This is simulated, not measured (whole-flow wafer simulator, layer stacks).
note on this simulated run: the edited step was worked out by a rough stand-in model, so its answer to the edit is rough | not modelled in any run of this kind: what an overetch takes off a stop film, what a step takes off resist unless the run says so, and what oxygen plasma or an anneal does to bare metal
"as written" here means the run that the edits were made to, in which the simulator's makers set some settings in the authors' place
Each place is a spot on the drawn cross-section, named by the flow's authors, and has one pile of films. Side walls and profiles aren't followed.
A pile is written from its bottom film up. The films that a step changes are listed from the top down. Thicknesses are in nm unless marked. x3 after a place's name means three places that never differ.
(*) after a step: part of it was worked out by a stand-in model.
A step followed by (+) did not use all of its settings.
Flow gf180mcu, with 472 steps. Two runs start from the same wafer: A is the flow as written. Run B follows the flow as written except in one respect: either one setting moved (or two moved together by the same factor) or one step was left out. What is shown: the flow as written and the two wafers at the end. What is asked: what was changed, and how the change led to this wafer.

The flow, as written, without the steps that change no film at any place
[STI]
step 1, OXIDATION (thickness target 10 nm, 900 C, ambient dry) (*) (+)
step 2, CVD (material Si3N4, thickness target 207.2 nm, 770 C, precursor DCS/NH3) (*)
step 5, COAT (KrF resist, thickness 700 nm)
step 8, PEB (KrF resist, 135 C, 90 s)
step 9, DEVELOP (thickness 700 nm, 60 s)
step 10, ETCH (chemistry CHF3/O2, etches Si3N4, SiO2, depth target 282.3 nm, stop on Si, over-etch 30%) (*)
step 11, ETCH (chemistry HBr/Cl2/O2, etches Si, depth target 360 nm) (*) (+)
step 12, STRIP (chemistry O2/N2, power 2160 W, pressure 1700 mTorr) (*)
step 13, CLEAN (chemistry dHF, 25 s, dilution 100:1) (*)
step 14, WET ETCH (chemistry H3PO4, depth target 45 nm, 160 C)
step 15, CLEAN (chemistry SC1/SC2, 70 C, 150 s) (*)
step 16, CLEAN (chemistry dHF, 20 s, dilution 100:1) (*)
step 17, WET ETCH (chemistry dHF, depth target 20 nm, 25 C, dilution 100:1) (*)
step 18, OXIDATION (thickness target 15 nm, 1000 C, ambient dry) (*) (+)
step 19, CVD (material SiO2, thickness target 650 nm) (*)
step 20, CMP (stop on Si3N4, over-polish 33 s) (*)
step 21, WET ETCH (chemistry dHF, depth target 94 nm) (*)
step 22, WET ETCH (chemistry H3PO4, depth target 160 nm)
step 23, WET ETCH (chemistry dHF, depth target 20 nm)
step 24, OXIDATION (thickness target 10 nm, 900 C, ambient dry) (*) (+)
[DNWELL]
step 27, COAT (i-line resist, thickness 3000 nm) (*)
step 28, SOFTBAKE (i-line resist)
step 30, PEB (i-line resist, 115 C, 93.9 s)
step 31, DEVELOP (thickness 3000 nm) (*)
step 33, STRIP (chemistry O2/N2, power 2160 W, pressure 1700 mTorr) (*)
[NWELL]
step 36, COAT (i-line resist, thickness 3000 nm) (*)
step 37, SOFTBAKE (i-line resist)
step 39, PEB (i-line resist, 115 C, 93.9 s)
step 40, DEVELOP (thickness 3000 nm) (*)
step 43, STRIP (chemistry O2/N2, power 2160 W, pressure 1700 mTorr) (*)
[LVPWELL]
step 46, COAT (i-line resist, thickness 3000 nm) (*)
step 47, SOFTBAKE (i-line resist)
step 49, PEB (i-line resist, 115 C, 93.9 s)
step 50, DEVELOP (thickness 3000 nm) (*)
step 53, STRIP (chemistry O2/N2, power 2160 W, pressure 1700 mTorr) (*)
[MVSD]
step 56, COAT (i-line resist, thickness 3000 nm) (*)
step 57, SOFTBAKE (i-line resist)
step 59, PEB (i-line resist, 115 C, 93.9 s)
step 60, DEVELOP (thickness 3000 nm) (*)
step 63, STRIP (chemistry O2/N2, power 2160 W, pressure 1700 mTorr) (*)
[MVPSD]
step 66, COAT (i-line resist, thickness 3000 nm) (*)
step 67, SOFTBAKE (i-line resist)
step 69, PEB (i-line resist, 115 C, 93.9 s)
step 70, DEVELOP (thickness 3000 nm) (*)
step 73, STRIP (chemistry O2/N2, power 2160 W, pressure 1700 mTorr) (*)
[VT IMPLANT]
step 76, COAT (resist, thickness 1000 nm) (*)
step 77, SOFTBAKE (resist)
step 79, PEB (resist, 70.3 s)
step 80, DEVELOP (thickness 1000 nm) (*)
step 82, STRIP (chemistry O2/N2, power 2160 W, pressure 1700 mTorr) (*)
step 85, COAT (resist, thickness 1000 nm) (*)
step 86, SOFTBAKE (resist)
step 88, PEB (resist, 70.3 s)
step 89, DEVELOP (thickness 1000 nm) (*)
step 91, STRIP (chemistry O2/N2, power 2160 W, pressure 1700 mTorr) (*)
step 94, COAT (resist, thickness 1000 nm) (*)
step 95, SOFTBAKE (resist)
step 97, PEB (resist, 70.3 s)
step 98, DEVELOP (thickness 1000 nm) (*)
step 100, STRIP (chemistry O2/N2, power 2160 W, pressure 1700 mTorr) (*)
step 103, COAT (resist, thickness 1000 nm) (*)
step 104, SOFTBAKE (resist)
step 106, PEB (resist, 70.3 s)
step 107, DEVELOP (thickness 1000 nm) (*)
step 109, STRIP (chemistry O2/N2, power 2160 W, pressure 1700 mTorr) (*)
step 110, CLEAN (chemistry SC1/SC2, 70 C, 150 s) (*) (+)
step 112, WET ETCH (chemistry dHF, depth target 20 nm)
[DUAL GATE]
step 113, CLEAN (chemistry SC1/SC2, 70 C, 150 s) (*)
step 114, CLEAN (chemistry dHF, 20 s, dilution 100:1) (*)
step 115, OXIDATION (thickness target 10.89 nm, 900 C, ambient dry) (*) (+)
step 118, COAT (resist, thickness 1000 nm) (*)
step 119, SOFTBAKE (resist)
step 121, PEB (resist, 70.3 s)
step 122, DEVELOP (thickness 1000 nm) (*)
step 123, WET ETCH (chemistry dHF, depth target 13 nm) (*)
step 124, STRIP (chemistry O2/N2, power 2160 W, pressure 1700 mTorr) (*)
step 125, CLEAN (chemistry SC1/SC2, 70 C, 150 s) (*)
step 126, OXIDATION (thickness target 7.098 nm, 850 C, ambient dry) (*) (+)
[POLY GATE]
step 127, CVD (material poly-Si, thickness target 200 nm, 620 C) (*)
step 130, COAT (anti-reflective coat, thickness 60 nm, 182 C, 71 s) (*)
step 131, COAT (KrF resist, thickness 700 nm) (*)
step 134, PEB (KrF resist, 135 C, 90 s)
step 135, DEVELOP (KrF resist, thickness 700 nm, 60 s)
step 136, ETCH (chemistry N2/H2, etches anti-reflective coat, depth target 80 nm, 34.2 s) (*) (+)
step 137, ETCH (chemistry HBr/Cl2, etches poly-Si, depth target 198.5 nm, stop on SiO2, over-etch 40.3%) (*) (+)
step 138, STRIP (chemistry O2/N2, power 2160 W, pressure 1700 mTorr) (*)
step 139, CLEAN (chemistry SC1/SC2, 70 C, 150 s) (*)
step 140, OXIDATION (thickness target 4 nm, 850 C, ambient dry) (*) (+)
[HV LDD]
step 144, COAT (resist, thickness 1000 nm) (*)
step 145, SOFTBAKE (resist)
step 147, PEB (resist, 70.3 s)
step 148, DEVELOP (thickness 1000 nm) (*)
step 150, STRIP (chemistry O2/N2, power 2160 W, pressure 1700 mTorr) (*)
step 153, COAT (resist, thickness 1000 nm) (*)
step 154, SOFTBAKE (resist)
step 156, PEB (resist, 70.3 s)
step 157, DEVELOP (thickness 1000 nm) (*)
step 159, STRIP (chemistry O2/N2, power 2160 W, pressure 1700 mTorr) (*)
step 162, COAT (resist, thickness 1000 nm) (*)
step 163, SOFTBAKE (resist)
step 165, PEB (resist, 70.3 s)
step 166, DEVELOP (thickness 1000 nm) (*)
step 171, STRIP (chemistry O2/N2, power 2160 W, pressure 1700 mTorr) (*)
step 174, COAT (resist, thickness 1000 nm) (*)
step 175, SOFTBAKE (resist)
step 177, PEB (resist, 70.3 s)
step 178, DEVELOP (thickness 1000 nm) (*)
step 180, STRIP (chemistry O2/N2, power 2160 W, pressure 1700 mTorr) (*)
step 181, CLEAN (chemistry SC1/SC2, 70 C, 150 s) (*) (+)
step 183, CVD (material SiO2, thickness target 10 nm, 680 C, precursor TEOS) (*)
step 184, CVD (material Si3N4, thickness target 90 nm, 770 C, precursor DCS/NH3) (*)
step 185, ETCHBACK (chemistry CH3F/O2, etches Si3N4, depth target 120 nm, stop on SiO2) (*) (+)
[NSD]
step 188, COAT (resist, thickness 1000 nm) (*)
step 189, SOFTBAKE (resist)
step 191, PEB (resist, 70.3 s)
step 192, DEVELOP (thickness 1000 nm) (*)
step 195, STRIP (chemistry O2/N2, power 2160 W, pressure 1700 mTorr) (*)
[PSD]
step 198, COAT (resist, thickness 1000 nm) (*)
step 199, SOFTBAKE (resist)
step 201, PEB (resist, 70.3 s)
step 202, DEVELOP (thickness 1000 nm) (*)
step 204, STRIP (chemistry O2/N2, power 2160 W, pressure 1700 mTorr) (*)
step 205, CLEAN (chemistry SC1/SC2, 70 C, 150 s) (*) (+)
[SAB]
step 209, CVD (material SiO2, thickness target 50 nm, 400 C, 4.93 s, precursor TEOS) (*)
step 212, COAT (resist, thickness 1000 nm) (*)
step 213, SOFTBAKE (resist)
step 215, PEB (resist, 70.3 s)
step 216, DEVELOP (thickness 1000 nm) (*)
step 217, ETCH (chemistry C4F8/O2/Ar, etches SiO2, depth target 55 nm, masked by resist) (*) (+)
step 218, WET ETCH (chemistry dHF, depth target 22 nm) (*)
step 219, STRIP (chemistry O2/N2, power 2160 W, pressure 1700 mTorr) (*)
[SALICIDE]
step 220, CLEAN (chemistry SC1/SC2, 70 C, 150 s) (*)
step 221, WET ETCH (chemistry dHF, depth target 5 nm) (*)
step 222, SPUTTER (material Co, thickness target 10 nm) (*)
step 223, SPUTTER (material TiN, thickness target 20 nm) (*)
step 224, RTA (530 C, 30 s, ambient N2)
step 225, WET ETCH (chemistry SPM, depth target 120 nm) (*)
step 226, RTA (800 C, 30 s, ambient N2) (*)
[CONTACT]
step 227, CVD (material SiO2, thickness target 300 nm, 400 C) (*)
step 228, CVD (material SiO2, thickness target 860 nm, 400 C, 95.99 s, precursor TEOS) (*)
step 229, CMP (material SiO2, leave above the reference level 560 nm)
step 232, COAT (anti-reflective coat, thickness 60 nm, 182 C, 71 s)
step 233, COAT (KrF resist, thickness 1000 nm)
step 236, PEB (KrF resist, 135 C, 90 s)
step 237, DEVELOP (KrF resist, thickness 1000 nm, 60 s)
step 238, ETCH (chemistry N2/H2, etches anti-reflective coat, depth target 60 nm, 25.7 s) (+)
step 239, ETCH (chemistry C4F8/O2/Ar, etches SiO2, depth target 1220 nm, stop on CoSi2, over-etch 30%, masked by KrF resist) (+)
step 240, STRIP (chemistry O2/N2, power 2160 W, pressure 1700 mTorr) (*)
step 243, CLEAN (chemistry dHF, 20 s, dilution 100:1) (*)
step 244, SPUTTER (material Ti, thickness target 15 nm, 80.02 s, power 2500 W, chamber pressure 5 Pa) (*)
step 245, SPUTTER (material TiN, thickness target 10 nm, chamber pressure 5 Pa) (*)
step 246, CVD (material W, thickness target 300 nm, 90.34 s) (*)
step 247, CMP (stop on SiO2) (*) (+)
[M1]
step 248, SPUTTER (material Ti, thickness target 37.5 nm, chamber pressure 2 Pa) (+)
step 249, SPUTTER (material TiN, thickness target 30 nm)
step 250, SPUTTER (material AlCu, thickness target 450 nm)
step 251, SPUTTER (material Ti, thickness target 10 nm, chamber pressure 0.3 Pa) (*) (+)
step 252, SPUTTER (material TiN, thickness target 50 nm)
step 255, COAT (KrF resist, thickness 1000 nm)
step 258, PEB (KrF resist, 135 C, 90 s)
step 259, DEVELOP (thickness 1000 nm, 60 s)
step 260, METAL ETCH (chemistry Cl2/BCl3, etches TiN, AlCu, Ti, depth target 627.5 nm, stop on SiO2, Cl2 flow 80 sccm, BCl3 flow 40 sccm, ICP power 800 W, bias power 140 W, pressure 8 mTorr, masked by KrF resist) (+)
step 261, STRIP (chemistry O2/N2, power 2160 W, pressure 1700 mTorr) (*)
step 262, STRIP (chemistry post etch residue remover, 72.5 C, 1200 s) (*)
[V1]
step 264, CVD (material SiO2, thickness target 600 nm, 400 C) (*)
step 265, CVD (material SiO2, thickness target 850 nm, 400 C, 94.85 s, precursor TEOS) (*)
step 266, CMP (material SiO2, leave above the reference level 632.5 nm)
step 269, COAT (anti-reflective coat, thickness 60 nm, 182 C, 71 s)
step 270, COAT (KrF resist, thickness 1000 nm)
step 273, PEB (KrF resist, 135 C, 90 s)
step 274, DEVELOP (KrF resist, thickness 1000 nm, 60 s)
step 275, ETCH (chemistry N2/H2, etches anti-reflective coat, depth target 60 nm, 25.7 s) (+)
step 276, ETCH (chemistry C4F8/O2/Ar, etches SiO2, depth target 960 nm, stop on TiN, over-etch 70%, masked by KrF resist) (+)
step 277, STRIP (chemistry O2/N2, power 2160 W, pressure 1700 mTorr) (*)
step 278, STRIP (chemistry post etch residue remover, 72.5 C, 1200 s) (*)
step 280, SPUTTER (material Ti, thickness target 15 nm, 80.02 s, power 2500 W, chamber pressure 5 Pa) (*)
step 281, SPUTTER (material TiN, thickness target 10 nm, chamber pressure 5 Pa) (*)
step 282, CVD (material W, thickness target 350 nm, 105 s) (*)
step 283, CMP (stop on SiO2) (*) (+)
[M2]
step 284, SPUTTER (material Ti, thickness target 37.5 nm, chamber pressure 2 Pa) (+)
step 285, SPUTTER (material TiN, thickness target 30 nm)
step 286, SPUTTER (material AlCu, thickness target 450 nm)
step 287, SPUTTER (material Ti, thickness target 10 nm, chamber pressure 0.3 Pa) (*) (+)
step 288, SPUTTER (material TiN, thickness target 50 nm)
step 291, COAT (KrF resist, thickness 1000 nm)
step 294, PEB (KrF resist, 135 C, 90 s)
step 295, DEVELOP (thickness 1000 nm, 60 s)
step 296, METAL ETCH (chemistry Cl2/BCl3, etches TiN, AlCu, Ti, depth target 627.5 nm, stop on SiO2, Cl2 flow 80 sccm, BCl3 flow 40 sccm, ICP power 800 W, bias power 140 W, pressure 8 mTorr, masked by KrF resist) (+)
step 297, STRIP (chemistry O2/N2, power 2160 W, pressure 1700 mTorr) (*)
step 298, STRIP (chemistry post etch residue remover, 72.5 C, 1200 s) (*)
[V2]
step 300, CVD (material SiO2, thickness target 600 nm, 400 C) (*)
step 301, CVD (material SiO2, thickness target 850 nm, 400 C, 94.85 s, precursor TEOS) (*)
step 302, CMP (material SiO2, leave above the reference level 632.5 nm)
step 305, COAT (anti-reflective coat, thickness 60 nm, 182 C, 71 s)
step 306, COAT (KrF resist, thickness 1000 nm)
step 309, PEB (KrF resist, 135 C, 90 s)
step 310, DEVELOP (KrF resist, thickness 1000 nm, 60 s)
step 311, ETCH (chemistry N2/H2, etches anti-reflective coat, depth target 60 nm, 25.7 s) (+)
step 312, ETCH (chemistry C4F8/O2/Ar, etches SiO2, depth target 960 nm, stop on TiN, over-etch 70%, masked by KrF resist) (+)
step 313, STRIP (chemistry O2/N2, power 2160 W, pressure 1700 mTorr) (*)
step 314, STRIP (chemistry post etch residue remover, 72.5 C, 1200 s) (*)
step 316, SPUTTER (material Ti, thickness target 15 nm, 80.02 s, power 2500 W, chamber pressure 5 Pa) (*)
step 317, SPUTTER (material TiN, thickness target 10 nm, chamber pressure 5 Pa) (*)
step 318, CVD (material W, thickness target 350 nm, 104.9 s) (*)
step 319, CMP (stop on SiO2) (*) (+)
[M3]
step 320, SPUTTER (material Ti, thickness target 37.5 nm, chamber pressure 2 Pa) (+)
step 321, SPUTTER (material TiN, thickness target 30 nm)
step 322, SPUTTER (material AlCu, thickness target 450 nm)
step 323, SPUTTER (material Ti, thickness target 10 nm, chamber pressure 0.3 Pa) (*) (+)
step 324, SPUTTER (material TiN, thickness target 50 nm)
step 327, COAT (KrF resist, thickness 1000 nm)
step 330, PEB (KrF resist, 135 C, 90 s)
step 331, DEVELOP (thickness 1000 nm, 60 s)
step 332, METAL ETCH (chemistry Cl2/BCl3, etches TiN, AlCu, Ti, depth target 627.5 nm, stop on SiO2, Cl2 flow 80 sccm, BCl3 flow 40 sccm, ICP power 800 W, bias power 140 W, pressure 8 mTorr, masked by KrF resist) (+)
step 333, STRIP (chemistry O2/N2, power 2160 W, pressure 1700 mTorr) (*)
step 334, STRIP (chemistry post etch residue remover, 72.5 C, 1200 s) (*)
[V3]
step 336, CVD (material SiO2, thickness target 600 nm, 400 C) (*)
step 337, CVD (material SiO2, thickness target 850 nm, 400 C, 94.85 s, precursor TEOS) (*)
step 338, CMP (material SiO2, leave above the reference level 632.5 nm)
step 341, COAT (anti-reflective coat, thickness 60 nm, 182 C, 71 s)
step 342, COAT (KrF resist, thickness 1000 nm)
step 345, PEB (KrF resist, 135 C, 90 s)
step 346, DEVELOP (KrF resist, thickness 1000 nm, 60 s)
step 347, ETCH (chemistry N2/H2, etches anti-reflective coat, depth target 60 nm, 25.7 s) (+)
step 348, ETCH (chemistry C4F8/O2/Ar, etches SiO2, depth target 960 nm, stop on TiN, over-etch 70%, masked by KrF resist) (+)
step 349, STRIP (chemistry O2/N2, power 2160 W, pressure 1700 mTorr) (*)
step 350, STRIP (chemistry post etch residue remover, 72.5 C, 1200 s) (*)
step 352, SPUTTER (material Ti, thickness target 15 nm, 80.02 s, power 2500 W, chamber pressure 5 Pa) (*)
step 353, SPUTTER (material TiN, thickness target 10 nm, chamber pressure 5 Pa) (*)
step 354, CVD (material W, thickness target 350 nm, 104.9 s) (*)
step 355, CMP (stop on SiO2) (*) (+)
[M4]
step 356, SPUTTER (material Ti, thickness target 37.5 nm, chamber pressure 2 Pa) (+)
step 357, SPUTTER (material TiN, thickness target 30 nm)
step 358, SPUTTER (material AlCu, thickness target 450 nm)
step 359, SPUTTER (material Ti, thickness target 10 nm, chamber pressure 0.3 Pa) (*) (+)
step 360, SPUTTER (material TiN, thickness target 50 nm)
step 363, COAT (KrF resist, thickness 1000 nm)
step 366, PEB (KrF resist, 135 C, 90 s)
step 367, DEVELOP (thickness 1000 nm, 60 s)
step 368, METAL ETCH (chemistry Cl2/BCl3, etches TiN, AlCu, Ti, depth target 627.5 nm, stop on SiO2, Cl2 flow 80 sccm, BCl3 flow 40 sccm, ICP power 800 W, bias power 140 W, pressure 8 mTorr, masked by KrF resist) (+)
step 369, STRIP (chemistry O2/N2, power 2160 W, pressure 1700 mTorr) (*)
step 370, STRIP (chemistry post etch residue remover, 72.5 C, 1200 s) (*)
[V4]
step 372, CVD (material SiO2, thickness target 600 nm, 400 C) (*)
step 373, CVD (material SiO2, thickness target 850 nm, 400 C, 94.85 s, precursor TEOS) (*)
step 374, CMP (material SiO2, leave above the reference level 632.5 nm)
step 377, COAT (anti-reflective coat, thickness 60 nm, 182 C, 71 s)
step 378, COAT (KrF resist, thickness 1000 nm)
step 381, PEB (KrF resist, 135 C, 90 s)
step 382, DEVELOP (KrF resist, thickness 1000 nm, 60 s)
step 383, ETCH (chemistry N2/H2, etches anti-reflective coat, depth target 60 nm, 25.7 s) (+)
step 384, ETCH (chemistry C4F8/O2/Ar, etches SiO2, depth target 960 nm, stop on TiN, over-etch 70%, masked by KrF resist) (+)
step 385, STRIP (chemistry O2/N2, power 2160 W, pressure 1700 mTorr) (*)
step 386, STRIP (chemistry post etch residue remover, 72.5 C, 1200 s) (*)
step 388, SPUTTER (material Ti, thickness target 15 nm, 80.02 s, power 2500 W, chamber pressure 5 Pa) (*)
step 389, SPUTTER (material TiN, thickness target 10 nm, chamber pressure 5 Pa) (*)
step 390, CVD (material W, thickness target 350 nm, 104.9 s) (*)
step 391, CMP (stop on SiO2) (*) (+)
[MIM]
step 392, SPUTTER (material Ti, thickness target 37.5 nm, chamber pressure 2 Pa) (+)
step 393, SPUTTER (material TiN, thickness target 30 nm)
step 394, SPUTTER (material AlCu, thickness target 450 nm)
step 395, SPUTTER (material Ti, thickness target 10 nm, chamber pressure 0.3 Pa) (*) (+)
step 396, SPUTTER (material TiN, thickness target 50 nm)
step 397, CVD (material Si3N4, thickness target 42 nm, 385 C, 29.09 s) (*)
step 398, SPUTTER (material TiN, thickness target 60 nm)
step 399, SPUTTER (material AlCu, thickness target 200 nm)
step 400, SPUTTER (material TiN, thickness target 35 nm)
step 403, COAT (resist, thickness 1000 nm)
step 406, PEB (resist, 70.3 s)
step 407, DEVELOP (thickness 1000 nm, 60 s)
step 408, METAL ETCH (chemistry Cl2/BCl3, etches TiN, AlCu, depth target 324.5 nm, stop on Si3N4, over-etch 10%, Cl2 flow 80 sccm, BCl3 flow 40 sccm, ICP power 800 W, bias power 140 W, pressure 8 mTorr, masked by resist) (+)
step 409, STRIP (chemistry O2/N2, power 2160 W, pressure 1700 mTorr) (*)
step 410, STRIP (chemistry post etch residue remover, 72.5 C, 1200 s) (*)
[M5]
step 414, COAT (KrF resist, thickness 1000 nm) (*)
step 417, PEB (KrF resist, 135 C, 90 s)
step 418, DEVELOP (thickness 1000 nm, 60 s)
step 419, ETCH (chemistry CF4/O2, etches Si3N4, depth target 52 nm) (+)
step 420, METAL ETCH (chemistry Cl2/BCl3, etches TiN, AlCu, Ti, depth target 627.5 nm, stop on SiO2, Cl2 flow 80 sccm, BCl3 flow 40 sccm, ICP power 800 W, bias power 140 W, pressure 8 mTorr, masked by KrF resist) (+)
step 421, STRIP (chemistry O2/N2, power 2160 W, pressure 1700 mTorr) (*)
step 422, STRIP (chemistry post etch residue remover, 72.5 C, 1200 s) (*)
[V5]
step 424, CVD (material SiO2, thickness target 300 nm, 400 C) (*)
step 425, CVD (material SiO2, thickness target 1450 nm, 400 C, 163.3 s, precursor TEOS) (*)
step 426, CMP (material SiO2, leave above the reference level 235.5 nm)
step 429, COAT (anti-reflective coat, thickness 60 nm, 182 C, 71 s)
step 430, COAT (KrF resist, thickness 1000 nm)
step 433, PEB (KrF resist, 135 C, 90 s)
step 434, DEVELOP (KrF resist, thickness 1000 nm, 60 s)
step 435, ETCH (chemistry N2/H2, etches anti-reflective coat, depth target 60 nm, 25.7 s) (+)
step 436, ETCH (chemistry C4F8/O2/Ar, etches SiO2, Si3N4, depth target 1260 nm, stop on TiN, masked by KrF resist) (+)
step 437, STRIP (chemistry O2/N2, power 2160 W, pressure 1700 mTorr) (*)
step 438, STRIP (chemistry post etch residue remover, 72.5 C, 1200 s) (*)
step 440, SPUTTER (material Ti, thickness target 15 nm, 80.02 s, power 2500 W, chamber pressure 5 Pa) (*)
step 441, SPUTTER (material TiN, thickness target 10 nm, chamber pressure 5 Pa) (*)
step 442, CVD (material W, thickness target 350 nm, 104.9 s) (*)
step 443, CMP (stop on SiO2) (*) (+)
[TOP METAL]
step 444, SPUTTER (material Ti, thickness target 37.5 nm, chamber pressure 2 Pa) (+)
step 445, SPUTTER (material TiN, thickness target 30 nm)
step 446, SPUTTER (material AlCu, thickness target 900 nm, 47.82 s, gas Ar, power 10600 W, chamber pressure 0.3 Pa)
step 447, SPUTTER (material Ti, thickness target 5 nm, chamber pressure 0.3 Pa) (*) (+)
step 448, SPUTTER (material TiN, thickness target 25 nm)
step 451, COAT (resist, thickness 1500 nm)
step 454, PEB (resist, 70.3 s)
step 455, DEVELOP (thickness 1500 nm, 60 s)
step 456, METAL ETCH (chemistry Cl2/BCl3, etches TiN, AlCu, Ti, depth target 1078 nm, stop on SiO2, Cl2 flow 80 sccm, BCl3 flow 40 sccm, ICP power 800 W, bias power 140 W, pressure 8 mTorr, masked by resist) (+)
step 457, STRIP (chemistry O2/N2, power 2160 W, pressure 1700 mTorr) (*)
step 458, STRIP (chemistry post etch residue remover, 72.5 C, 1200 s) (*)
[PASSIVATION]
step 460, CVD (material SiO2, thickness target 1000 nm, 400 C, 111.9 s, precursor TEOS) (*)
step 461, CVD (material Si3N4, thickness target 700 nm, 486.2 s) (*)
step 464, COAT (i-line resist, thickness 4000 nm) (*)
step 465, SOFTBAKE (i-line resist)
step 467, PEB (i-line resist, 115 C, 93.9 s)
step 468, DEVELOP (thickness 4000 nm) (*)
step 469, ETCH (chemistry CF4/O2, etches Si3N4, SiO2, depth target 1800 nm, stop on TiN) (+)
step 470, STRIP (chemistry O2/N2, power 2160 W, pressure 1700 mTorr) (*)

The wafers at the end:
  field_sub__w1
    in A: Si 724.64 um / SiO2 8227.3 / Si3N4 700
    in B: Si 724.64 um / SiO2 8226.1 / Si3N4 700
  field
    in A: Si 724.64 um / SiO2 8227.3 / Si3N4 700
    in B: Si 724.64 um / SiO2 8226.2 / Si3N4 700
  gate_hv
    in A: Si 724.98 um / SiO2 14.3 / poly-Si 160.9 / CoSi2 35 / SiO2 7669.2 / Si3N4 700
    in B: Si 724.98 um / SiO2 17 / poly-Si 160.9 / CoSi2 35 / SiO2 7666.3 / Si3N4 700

Cause: step 126, OXIDATION: thickness target 10.29 nm was run, while the flow as written has thickness target 7.098 nm.

How this came from the change, step by step:
  step 126, OXIDATION (thickness target 7.098 nm, 850 C, ambient dry) (*) (+)
      gate_hv, active_hv, active_nat and 25 more: A +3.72 SiO2, -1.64 Si | B +6.46 SiO2, -2.84 Si
      active, n_well, p_well and 12 more: A +7.1 SiO2 (new film), -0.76 chemical SiO2 (all of it), -2.79 Si | B +10.3 SiO2 (new film), -0.76 chemical SiO2 (all of it), -4.2 Si
  step 189, SOFTBAKE (resist)
      active_hv: A +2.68 resist | B -0.53 resist
      nw_enc_fld_lv__w3: A +2.11 resist | B -1.6 resist
      (also at 1 further place)
  step 199, SOFTBAKE (resist)
      active_hv: A +2.68 resist | B -0.53 resist
      nw_enc_fld_lv__w3: A +2.11 resist | B -1.6 resist
      (also at 1 further place)
  step 218, WET ETCH (chemistry dHF, depth target 22 nm) (*)
      active, p_well, sd_n, iso_ptap_pw, iso_ntap_nw, iso_ptap_sub, vpnp_e: A -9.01 SiO2 (all of it) | B -12 SiO2 (all of it)
      ldn_tap, ldn_src, ldn_drn, ldp_tap, ldp_src, ldp_drn, ldp_gr: A -16 SiO2 (all of it) | B -18.6 SiO2 (all of it)
      (also at 9 further places)
